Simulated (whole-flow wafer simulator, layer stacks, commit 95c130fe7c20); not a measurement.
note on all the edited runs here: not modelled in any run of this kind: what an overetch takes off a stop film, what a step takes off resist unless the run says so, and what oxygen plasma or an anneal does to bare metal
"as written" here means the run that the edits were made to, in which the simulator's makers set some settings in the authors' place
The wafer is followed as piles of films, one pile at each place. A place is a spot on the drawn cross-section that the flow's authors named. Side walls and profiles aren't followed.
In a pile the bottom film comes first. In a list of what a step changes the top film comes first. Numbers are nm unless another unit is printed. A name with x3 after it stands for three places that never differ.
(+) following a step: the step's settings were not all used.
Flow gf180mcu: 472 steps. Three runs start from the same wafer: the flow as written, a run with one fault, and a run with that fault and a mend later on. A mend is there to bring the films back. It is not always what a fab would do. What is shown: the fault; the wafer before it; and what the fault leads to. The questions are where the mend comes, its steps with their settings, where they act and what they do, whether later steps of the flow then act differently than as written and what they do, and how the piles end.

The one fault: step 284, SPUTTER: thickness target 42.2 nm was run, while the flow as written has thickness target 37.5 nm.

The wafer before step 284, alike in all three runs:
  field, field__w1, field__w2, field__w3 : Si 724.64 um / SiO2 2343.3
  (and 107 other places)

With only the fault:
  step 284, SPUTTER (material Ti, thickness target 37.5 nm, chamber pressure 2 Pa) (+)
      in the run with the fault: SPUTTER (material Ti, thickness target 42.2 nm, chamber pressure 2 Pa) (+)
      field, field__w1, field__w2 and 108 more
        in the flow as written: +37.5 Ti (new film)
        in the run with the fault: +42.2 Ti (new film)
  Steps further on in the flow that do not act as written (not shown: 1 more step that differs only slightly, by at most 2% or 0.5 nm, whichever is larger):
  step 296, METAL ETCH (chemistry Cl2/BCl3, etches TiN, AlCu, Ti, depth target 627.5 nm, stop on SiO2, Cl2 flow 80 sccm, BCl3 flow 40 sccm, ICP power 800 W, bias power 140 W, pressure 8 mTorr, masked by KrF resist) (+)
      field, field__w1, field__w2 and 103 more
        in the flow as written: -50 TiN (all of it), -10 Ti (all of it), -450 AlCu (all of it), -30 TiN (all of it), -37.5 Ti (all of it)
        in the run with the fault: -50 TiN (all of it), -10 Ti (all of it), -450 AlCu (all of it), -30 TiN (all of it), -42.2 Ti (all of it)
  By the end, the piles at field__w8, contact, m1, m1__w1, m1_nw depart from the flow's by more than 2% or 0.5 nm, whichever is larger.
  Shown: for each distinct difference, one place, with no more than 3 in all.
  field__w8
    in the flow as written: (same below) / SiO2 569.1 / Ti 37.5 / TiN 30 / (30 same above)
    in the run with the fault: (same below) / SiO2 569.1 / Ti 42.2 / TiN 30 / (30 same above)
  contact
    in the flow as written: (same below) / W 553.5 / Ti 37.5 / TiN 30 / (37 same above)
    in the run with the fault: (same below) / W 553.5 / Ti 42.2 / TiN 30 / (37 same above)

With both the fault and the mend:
  The mend stands after step 284.
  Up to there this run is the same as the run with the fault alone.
  step 284a, METAL ETCH (chemistry Cl2/BCl3, etches TiN, AlCu, Ti, depth target 4.7 nm, Cl2 flow 80 sccm, BCl3 flow 40 sccm, ICP power 800 W, bias power 140 W, pressure 8 mTorr) (the flow's step 260, run once more with other settings)
      field, field__w1, field__w2 and 108 more
        -4.7 Ti
  None of the later steps of the flow acts differently than as written at any place that is followed.
  By the end, the piles equal the flow's at every place that both follow.
